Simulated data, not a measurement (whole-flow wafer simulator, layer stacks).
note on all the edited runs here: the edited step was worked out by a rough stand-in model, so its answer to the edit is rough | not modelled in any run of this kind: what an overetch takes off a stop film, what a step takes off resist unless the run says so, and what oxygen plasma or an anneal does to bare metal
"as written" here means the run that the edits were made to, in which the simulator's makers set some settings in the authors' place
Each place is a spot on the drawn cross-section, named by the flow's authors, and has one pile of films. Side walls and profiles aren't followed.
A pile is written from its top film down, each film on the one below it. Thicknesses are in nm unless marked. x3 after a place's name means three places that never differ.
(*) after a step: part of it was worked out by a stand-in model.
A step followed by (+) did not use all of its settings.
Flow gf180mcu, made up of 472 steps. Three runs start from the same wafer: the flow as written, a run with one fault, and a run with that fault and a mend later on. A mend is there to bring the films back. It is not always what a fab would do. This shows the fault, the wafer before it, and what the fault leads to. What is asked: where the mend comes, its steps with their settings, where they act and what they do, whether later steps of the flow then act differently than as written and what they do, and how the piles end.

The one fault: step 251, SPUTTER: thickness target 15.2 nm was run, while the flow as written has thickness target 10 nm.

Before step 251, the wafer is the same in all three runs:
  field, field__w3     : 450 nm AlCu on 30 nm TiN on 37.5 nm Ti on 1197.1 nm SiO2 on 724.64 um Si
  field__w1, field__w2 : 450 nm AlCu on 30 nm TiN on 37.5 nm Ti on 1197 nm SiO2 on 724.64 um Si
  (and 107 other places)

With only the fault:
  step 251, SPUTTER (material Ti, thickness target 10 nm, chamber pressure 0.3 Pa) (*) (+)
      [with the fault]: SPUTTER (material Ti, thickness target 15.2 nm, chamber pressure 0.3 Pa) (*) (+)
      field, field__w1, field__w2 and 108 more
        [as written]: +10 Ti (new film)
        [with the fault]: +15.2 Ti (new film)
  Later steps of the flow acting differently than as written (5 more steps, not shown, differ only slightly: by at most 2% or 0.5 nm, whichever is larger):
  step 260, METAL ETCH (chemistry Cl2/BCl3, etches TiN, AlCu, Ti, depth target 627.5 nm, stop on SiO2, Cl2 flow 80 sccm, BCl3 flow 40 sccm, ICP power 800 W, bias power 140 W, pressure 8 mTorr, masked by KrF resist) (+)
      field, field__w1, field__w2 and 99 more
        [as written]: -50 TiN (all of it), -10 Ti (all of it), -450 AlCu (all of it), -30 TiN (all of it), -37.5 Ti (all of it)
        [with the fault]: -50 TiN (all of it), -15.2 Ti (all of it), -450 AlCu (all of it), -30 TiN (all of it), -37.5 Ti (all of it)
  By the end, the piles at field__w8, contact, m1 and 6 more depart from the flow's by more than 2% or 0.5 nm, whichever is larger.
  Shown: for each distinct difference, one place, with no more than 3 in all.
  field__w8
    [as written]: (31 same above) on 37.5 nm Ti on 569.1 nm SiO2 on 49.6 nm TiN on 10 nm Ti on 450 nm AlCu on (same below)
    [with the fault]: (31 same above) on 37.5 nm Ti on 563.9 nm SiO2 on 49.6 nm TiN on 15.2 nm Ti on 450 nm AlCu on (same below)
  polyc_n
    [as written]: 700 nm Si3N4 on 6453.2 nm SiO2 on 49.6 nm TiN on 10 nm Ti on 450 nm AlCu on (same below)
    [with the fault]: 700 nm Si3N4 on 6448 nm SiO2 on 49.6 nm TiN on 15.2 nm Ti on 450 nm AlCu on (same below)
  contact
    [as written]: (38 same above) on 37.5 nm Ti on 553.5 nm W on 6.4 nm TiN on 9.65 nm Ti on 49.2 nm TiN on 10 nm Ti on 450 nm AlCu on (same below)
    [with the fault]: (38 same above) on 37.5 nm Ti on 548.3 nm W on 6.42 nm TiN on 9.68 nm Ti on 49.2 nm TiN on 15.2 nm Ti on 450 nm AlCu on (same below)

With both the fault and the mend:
  The mend follows step 251.
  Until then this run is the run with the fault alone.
  step 251a, METAL ETCH (chemistry Cl2/BCl3, etches TiN, AlCu, Ti, depth target 5.2 nm, Cl2 flow 80 sccm, BCl3 flow 40 sccm, ICP power 800 W, bias power 140 W, pressure 8 mTorr)
      field, field__w1, field__w2 and 108 more
        -5.2 Ti
  Every later step of the flow that is run acts as written at every place that is followed.
  The piles end the same as the flow's at every place that both follow.
